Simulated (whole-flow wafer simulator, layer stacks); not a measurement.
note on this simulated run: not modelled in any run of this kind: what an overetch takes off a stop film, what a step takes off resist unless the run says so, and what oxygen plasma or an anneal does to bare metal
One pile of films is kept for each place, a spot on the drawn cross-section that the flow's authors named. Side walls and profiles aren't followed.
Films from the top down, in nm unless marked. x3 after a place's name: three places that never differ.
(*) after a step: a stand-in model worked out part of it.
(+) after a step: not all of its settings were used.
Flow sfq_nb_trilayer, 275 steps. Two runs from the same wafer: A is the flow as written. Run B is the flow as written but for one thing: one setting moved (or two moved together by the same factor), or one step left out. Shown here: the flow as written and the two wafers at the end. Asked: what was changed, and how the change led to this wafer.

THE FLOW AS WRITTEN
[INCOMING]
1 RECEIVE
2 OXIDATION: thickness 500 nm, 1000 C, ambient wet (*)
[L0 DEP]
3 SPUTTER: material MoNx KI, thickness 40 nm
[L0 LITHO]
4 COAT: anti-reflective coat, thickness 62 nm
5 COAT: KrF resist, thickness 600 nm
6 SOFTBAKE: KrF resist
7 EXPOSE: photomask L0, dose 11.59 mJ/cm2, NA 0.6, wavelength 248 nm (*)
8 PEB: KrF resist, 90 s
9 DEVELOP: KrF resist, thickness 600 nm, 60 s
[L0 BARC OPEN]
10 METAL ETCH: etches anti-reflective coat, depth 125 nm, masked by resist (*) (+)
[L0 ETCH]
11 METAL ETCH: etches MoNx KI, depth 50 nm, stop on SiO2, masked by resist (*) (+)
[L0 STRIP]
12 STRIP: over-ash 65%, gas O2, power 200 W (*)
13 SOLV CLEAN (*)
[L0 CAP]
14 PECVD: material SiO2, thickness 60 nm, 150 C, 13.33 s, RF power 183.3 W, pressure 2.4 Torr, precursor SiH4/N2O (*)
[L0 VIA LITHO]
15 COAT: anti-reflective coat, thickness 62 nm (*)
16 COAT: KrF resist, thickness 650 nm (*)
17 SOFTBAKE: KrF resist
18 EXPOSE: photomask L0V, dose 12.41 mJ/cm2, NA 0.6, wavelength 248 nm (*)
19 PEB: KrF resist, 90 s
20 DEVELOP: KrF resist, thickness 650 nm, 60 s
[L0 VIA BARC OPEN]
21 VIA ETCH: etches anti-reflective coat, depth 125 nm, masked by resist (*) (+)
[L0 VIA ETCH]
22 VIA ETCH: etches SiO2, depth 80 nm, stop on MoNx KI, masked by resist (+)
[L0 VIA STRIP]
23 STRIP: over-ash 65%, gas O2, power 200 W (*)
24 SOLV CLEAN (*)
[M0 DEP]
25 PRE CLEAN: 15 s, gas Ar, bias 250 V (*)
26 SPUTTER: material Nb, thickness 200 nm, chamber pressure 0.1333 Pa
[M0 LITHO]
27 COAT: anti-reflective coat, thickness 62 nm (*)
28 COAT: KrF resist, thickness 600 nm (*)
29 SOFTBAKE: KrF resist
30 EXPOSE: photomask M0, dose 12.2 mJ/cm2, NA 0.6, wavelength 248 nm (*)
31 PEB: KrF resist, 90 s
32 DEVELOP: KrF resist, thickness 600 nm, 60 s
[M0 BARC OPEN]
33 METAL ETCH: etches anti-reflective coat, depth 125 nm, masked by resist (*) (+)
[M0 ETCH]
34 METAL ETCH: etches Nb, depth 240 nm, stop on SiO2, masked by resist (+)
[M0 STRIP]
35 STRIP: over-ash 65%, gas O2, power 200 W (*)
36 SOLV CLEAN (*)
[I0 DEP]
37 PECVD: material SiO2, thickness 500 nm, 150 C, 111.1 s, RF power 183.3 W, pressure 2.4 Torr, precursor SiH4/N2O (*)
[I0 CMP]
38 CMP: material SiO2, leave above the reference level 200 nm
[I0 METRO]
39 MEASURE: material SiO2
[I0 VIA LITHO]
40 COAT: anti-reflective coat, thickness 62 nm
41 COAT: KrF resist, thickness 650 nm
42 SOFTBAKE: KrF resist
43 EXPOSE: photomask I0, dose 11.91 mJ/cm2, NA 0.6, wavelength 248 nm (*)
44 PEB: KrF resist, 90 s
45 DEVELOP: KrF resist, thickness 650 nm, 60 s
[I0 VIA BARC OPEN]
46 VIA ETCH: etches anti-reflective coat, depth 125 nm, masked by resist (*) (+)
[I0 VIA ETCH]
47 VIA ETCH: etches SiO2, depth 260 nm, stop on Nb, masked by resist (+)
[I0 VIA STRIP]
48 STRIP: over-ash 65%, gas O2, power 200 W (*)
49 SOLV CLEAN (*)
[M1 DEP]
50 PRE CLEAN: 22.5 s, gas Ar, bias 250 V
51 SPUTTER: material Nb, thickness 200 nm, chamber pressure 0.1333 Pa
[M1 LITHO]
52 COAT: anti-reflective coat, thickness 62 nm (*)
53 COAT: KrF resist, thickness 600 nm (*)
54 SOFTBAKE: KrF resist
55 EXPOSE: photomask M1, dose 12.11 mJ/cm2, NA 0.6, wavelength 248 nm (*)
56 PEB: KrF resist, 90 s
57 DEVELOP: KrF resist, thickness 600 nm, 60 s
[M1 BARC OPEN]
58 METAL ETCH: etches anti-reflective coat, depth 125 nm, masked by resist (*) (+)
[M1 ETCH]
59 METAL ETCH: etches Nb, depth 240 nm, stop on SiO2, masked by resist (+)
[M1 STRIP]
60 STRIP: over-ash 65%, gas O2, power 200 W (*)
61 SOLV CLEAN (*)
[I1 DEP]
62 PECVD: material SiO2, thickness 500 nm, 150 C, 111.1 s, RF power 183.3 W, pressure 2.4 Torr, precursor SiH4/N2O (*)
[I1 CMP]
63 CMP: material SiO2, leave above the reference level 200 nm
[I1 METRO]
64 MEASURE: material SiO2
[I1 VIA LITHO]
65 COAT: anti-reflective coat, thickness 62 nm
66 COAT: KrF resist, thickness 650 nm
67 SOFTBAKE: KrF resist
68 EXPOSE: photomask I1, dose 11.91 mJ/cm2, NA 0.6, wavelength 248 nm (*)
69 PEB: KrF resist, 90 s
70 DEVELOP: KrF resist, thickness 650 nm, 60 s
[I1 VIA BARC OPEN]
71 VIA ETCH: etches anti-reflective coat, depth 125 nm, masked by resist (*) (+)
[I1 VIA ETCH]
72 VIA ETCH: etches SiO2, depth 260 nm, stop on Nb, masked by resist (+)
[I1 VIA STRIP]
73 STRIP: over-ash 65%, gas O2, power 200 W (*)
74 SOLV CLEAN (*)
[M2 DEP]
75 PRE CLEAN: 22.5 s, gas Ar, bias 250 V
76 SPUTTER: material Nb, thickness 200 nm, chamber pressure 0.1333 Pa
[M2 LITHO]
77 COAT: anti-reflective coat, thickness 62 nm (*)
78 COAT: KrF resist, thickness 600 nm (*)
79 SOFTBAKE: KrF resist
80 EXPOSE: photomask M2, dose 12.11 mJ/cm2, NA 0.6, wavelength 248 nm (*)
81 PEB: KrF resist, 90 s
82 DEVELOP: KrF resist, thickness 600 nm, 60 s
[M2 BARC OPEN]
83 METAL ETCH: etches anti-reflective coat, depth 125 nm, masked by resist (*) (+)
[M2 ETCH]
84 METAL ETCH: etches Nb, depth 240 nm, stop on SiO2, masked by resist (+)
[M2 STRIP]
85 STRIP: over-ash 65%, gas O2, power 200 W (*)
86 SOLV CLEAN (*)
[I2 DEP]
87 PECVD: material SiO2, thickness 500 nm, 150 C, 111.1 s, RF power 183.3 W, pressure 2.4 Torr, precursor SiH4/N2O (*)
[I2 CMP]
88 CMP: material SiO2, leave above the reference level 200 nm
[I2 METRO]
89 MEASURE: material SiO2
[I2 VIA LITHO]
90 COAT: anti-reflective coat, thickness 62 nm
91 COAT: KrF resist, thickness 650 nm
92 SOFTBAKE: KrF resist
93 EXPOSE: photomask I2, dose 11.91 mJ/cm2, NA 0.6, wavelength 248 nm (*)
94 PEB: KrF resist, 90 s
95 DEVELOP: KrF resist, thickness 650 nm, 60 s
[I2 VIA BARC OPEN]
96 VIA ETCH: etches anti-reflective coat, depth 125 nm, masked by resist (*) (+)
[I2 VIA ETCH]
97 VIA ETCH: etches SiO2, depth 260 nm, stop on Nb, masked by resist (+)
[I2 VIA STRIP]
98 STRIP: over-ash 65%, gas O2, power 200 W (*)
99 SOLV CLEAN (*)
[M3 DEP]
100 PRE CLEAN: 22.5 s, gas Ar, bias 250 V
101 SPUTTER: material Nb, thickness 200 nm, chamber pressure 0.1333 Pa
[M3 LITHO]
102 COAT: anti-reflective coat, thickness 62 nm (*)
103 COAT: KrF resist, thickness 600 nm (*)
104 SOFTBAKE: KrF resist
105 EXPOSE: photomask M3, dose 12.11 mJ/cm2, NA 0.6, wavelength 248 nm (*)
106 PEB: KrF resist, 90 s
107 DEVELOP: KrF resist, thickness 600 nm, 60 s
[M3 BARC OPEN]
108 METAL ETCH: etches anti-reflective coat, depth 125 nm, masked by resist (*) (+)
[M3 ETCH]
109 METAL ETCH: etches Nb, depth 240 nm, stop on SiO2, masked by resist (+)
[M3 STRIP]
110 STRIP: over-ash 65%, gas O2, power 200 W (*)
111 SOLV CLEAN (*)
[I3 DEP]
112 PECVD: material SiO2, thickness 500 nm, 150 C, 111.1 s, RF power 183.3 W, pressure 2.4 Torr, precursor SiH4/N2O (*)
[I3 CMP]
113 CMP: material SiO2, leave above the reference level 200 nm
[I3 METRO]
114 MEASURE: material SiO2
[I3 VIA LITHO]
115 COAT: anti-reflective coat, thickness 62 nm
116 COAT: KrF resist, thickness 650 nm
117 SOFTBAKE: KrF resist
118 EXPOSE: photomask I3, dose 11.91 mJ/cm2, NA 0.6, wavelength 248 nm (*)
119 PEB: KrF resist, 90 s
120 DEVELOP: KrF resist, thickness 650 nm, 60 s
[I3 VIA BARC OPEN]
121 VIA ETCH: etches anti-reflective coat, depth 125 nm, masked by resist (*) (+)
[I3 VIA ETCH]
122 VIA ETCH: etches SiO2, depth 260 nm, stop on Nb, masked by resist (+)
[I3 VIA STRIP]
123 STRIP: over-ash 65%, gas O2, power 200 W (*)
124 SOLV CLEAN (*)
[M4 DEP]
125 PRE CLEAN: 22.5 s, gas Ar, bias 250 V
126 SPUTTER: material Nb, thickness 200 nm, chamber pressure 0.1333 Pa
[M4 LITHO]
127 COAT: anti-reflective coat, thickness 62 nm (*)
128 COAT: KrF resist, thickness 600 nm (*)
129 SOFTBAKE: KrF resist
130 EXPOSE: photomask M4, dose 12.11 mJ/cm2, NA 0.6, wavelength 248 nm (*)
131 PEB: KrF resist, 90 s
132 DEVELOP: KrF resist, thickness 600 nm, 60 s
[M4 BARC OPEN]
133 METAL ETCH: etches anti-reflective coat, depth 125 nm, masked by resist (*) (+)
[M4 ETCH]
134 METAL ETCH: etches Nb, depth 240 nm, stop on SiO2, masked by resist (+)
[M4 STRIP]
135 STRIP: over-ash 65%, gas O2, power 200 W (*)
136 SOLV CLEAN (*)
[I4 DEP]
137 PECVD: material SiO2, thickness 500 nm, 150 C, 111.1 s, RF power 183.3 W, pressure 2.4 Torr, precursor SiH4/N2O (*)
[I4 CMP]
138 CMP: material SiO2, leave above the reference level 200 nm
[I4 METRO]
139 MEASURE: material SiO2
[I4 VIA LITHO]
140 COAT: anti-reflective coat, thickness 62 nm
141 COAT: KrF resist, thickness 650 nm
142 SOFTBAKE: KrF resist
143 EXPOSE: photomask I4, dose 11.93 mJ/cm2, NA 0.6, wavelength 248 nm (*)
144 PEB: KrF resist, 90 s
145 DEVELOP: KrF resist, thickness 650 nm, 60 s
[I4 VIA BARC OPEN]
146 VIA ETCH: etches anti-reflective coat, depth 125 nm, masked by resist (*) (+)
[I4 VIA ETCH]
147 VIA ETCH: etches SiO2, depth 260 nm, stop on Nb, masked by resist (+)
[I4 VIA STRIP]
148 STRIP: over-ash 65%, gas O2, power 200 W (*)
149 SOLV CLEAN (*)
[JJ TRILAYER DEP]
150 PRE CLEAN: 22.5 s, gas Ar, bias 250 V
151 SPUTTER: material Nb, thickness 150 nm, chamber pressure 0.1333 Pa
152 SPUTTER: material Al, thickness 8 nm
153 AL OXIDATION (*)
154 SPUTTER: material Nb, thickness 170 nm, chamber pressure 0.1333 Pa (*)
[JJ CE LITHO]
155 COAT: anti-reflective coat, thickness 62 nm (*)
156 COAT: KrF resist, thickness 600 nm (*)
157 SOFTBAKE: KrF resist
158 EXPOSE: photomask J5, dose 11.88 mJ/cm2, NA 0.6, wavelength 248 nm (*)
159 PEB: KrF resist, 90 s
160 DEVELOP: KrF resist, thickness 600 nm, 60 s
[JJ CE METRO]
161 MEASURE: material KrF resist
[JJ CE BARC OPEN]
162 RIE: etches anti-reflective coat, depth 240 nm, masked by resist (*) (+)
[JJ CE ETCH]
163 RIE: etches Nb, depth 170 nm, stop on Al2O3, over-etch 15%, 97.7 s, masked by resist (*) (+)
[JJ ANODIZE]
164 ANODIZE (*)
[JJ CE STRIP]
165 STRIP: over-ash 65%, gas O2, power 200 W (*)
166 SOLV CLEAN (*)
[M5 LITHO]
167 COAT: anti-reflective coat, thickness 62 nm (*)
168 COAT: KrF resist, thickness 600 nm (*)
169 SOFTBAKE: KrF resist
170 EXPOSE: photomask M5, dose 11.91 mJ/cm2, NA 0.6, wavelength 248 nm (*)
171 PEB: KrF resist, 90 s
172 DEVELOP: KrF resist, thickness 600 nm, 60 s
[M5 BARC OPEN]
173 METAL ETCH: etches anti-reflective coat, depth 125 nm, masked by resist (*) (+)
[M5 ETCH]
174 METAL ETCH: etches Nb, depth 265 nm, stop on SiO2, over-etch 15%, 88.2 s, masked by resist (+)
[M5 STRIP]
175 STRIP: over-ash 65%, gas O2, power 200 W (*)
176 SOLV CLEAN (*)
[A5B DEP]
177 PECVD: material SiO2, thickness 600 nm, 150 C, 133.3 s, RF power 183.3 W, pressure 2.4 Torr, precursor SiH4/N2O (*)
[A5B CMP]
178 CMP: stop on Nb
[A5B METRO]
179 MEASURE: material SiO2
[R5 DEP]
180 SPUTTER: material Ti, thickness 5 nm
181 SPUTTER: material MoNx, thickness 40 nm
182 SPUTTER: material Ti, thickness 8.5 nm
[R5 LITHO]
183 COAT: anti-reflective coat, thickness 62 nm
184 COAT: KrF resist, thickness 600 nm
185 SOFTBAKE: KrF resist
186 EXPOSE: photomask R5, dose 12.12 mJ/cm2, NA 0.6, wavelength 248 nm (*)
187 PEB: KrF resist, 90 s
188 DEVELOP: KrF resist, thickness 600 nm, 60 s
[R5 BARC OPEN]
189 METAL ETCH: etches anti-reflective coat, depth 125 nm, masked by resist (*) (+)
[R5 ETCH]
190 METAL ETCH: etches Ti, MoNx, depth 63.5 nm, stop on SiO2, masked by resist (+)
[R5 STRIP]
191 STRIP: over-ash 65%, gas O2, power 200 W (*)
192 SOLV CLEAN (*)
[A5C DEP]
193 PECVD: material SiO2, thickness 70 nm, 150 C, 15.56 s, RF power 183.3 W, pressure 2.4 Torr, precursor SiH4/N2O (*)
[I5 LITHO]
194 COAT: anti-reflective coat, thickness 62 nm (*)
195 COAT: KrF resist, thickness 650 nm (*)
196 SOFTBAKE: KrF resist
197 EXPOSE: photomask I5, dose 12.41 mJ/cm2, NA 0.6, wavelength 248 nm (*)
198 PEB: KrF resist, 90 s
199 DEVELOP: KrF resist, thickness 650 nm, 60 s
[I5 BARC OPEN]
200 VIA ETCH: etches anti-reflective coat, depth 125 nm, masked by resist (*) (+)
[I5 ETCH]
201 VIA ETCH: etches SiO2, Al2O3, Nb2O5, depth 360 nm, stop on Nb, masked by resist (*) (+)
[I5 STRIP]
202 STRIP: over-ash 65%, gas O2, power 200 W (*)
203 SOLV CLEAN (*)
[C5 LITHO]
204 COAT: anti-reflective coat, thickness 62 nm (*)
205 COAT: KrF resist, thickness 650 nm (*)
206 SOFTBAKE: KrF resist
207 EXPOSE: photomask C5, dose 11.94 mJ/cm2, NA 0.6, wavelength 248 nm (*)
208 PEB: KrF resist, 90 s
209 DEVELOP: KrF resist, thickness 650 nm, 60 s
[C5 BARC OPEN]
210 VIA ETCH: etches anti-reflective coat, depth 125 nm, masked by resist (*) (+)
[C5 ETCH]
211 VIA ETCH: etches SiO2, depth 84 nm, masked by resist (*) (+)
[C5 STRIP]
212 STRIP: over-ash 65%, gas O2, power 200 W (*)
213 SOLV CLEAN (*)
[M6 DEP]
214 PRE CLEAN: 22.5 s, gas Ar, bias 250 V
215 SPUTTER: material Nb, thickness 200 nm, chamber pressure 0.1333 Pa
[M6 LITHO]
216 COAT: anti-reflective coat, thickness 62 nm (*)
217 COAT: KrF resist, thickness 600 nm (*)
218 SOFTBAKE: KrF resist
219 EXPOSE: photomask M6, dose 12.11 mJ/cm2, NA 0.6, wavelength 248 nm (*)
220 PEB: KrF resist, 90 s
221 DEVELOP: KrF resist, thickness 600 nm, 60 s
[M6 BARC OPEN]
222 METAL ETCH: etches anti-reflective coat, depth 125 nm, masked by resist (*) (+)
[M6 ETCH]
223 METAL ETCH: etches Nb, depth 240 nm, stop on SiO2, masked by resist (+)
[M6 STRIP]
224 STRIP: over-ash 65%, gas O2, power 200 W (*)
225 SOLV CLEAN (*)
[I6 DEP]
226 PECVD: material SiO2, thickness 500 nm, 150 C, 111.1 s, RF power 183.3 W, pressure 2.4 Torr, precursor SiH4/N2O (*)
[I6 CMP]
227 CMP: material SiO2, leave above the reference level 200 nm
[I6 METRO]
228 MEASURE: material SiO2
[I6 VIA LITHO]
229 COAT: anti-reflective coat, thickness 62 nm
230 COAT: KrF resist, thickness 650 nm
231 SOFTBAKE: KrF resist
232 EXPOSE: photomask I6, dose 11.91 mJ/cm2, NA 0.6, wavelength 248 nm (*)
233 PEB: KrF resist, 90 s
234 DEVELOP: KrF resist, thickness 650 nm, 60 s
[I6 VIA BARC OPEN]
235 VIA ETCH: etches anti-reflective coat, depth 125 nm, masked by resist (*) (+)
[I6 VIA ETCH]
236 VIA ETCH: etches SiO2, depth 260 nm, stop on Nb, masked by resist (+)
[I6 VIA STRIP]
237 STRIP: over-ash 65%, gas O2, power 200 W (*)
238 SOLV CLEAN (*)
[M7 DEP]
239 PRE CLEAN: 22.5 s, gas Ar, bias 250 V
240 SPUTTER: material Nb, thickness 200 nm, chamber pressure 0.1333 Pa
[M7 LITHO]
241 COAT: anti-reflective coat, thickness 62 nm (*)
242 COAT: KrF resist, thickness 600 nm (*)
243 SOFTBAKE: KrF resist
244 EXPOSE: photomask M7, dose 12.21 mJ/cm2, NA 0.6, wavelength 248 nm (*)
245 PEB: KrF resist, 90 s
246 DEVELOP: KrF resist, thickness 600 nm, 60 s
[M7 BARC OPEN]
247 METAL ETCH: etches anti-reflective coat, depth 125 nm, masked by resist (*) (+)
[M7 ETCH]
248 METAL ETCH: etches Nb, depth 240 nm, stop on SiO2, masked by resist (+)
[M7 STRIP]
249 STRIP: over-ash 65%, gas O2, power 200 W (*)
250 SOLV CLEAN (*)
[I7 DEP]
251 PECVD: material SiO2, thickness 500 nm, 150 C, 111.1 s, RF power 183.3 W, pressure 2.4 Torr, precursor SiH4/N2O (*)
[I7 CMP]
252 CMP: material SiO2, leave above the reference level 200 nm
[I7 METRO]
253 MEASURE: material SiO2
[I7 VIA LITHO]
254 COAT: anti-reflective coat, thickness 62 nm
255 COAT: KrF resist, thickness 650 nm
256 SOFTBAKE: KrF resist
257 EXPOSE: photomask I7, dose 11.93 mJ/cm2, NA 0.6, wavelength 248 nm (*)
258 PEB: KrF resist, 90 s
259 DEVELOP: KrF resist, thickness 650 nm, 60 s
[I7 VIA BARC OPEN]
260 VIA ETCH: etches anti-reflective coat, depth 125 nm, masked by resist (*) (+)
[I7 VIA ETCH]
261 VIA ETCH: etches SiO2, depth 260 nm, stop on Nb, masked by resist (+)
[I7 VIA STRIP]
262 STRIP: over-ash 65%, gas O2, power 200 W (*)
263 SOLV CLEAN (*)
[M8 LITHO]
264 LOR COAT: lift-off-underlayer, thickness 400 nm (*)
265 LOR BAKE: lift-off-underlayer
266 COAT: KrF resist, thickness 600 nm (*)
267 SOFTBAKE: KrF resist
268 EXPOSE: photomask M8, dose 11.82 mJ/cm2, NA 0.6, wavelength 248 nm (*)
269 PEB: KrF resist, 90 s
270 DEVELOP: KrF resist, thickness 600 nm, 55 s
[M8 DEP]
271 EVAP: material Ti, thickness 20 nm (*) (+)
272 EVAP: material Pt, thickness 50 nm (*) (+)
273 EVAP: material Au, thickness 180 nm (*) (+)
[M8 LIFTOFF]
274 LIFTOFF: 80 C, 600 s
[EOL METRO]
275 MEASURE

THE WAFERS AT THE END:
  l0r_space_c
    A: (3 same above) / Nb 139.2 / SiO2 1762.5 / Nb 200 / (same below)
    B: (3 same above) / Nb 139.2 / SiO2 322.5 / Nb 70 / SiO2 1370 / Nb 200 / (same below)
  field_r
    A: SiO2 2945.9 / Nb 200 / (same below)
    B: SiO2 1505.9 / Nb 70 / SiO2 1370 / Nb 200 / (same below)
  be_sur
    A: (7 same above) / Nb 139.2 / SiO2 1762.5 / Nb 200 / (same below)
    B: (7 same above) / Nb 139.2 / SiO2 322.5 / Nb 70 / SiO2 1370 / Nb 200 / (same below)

The cause: step 134, METAL ETCH: depth 130 nm was run, where the flow has depth 240 nm.

How the change led to this, step by step:
  134 METAL ETCH: etches Nb, depth 240 nm, stop on SiO2, masked by resist (+)
      field_l, be, be_sur and 64 more: A Nb -200 (all of it) | B Nb -130
      v_sur, via_wl, via_w and 36 more: A KrF resist -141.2 | B KrF resist -76.5
  135 STRIP: over-ash 65%, gas O2, power 200 W (*)
      p4_fl, p4_fm, p4_w1 and 26 more: A KrF resist -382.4 (all of it), anti-reflective coat -62 (all of it) | B KrF resist -447.1 (all of it), anti-reflective coat -62 (all of it)
      ln_m5, lsp_m: A KrF resist -381.9 (all of it), anti-reflective coat -61.8 (all of it) | B KrF resist -446.6 (all of it), anti-reflective coat -61.8 (all of it)
      (and at 8 more places)
  137 PECVD: material SiO2, thickness 500 nm, 150 C, 111.1 s, RF power 183.3 W, pressure 2.4 Torr, precursor SiH4/N2O (*)
      field_l, be, be_sur and 55 more: A SiO2 +500 | B SiO2 +500 (new film)
      p3_s0, p3_s1, p3_s2, p3_s3, p3_s4, p3_s5: A SiO2 +557.1 | B SiO2 +500 (new film)
      (and at 3 more places)
  138 CMP: material SiO2, leave above the reference level 200 nm
      field_l, be, be_sur and 55 more: A SiO2 -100 | B SiO2 -170
      p3_s0, p3_s1, p3_s2, p3_s3, p3_s4, p3_s5: A SiO2 -157.1 | B SiO2 -170
      (and at 3 more places)
Counting metal films that touch as one body, l0r_space_c has 3 bodies (between them, from the top down: SiO2 322.5; SiO2 1370); the flow as written gives 2 bodies (between them, from the top down: SiO2 1762.5).
Counting metal films that touch as one body, field_r has 2 bodies (between them, from the top down: SiO2 1370); the flow as written gives 1 body.
Counting metal films that touch as one body, be_sur has 5 bodies (between them, from the top down: SiO2 192.5; SiO2 209 / Al2O3 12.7 / Nb2O5 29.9; SiO2 322.5; SiO2 1370); the flow as written gives 4 bodies (between them, from the top down: SiO2 192.5; SiO2 209 / Al2O3 12.7 / Nb2O5 29.9; SiO2 1762.5).
